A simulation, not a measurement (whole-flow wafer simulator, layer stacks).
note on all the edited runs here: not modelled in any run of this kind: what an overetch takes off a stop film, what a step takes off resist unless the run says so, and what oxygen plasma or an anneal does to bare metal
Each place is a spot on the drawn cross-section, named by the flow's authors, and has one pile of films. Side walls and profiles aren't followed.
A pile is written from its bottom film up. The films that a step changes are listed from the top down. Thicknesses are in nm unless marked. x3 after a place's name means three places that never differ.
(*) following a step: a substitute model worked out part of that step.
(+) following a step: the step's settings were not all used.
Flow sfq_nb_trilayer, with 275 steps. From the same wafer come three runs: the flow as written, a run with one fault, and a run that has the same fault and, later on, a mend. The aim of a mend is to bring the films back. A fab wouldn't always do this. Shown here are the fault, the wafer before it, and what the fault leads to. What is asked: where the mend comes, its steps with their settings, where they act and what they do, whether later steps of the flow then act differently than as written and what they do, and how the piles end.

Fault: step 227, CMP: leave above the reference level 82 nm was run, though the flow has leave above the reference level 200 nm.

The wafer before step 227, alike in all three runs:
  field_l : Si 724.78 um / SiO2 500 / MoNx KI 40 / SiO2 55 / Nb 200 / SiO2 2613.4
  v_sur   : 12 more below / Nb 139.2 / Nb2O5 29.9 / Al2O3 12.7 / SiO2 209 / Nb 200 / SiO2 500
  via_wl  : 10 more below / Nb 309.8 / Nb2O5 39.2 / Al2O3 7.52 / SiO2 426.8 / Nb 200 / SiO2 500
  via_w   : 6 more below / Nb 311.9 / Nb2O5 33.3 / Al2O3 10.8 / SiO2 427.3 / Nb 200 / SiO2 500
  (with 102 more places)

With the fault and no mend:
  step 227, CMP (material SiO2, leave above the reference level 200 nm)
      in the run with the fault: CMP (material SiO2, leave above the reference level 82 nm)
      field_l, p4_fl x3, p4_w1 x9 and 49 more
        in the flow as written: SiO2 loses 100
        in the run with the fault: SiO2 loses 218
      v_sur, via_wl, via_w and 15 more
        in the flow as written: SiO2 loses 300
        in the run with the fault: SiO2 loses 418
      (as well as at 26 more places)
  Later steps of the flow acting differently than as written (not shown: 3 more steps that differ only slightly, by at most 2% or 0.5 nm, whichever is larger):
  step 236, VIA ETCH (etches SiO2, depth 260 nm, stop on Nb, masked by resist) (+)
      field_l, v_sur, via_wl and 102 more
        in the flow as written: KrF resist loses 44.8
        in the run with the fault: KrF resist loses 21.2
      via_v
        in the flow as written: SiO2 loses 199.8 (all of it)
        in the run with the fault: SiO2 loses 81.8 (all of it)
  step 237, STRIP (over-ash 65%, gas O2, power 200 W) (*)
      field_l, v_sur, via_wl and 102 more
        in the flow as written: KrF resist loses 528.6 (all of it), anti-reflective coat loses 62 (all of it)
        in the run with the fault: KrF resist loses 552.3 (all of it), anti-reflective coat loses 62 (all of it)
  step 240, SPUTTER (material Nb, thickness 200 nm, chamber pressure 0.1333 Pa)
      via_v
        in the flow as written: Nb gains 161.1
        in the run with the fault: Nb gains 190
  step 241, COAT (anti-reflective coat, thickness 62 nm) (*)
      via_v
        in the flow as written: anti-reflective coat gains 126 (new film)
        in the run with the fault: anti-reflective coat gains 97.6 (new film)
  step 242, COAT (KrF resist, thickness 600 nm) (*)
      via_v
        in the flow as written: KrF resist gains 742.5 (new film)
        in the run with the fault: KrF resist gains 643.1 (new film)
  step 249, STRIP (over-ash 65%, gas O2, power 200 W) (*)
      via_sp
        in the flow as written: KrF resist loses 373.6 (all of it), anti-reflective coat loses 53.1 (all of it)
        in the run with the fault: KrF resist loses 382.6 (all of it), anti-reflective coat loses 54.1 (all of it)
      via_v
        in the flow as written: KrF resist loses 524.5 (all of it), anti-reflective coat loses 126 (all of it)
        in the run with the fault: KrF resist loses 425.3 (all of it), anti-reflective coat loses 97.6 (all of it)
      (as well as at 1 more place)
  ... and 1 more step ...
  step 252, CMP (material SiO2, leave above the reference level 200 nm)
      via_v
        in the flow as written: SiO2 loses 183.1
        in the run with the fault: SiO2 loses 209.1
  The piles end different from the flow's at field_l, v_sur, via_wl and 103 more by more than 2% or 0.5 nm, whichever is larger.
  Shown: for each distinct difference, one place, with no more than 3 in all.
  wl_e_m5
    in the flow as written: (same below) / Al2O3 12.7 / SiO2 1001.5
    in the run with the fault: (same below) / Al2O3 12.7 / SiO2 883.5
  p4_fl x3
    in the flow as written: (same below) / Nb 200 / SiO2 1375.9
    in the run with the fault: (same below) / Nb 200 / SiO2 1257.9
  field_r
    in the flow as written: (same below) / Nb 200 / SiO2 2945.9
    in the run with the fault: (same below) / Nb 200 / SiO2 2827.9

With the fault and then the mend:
  The mend stands after step 234.
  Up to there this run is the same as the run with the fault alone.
  step 234a, STRIP (over-ash 65%, gas O2, power 200 W) (*)
      field_l, v_sur, via_wl and 102 more
        KrF resist loses 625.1 (all of it), anti-reflective coat loses 62 (all of it)
      via_v
        anti-reflective coat loses 62 (all of it)
  step 234b, PECVD (material SiO2, thickness 118 nm, 150 C, 26.22 s, RF power 183.3 W, pressure 2.4 Torr, precursor SiH4/N2O) (the flow's step 226, run once more with other settings)
      field_l, v_sur, via_wl and 103 more
        SiO2 gains 118
  step 234c, COAT (anti-reflective coat, thickness 62 nm) (the flow's step 229, run once more)
      field_l, v_sur, via_wl and 103 more
        anti-reflective coat gains 62 (new film)
  step 234d, COAT (KrF resist, thickness 650 nm) (the flow's step 230, run once more)
      field_l, v_sur, via_wl and 103 more
        KrF resist gains 650 (new film)
  step 234e, SOFTBAKE (KrF resist) (the flow's step 231, run once more)
      does not change any film at any place that is followed
  step 234f, EXPOSE (photomask I6, dose 11.91 mJ/cm2, NA 0.6, wavelength 248 nm) (*) (the flow's step 232, run once more)
      does not change any film at any place that is followed
  step 234g, PEB (KrF resist, 90 s) (the flow's step 233, run once more)
      field_l, v_sur, via_wl and 103 more
        KrF resist loses 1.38
  step 234h, DEVELOP (KrF resist, thickness 650 nm, 60 s) (the flow's step 234, run once more)
      field_l, v_sur, via_wl and 102 more
        KrF resist loses 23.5
      via_v
        KrF resist loses 648.6 (all of it)
  None of the later steps of the flow acts differently than as written at any place that is followed.
  The piles end the same as the flow's at every place that both follow.
